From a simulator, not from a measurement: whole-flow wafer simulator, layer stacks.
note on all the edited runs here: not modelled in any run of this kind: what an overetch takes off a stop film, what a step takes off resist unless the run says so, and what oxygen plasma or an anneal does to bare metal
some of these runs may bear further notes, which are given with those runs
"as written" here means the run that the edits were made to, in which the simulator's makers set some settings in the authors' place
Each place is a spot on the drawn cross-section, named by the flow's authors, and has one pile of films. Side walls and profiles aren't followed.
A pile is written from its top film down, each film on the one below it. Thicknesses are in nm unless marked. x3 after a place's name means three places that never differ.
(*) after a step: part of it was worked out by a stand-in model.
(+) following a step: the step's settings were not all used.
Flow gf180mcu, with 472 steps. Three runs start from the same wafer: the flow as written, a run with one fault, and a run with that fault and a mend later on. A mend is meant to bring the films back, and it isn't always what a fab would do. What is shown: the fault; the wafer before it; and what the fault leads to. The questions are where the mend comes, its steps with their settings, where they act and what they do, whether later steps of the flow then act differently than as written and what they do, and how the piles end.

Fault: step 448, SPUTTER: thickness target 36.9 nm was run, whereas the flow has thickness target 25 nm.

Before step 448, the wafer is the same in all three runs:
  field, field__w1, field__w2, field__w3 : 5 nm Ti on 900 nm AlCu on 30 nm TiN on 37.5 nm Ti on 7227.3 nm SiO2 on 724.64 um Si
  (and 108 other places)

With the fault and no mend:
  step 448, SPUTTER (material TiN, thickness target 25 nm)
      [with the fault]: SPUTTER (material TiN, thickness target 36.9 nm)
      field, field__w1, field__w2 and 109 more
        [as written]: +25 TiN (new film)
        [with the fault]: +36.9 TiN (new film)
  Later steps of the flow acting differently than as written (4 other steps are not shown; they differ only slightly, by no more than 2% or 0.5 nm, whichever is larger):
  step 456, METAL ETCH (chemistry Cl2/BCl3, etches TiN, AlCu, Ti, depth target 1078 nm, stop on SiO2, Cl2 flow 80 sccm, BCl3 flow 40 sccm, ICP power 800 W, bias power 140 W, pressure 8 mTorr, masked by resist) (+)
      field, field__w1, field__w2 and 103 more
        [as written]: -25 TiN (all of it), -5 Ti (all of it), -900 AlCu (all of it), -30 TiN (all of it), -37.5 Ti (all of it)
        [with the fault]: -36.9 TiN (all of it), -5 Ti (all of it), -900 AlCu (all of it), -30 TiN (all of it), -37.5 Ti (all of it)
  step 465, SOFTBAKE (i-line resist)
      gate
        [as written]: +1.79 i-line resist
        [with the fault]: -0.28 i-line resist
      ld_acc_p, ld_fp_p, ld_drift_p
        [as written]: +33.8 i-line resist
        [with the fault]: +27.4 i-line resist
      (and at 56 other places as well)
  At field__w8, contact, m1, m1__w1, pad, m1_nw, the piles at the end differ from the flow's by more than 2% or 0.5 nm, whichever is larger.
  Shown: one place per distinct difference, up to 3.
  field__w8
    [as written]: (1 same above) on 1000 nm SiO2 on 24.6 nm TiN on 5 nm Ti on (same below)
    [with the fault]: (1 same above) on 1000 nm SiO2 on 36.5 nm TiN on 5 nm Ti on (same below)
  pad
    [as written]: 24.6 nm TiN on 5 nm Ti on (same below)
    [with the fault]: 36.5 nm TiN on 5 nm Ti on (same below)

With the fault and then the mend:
  The mend follows step 455.
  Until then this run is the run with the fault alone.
  step 455a, STRIP (chemistry O2/N2, power 2160 W, pressure 1700 mTorr) (*)
      field__w8, contact, m1, m1__w1, pad, m1_nw
        -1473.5 resist (all of it)
  step 455b, METAL ETCH (chemistry Cl2/BCl3, etches TiN, AlCu, Ti, depth target 11.9 nm, Cl2 flow 80 sccm, BCl3 flow 40 sccm, ICP power 800 W, bias power 140 W, pressure 8 mTorr) (a further turn of the flow's step 260, with different settings)
      field, field__w1, field__w2 and 109 more
        -11.9 TiN
  step 455c, HMDS (120 C, 60 s) (a further turn of the flow's step 450)
      alters no film at any place that is followed
  step 455d, COAT (resist, thickness 1500 nm) (a further turn of the flow's step 451)
      field, field__w1, field__w2 and 109 more
        +1500 resist (new film)
  step 455e, SOFTBAKE (resist) (a further turn of the flow's step 452)
      alters no film at any place that is followed
  step 455f, EXPOSE (photomask MetalTop) (a further turn of the flow's step 453)
      alters no film at any place that is followed
  step 455g, PEB (resist, 70.3 s) (a further turn of the flow's step 454)
      field, field__w1, field__w2 and 109 more
        -26.5 resist
  step 455h, DEVELOP (thickness 1500 nm, 60 s) (a further turn of the flow's step 455)
      field, field__w1, field__w2 and 103 more
        -1473.5 resist (all of it)
  None of the later steps of the flow acts differently than as written at any place that is followed.
  The piles end the same as the flow's at every place that both follow.
